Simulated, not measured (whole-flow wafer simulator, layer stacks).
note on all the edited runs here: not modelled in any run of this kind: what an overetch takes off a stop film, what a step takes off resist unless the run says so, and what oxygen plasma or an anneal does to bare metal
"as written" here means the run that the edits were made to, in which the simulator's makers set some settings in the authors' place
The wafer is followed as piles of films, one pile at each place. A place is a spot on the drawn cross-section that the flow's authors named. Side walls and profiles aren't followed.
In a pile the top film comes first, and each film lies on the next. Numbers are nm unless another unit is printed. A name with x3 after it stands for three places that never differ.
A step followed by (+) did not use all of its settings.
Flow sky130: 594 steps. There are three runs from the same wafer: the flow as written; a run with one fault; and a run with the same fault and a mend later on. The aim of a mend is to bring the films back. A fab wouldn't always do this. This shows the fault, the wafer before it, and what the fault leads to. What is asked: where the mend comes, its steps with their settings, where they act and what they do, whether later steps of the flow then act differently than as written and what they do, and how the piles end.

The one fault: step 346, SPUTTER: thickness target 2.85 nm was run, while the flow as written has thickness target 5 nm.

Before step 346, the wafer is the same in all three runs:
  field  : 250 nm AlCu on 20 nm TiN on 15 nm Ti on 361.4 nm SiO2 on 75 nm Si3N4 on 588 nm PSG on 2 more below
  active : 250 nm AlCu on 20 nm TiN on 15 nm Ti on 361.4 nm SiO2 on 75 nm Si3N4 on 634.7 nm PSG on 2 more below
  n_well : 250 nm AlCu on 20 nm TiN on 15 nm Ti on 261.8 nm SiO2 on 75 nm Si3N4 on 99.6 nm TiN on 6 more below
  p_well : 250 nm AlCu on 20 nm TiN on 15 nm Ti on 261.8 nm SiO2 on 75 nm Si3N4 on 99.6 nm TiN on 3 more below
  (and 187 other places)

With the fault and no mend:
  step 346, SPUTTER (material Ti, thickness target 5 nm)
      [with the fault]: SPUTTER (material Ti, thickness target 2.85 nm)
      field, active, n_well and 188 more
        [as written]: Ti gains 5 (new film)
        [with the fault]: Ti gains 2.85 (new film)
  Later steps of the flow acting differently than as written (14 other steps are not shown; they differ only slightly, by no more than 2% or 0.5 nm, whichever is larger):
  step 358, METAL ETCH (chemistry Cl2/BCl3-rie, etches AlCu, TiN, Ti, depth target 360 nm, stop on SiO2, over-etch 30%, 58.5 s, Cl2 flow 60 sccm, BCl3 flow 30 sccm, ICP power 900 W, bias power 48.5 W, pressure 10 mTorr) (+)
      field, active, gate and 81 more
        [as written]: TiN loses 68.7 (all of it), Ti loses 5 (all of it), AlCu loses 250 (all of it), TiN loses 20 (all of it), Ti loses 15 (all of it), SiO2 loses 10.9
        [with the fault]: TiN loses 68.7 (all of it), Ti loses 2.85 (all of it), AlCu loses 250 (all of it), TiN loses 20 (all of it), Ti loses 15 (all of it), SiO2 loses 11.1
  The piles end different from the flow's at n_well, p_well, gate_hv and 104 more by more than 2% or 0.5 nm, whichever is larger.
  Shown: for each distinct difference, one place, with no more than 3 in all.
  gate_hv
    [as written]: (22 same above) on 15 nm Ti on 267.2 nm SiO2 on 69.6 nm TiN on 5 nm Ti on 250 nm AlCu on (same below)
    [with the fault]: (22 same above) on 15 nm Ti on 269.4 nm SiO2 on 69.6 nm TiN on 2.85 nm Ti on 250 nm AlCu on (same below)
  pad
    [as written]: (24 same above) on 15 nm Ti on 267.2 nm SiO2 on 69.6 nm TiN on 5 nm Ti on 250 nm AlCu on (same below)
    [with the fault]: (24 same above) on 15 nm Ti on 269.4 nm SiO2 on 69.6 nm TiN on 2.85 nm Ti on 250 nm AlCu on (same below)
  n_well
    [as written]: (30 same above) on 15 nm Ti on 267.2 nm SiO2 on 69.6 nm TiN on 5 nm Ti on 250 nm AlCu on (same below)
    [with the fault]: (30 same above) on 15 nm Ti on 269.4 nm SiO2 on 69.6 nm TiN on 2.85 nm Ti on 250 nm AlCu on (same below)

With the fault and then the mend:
  After step 346 comes the mend.
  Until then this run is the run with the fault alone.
  step 346a, SPUTTER (material Ti, thickness target 2.15 nm) (the flow's step 346 again, with other settings)
      field, active, n_well and 188 more
        Ti gains 2.15
  Later steps of the flow that are run all act as written at every place that is followed.
  At every place that both follow, the piles at the end match the flow's.
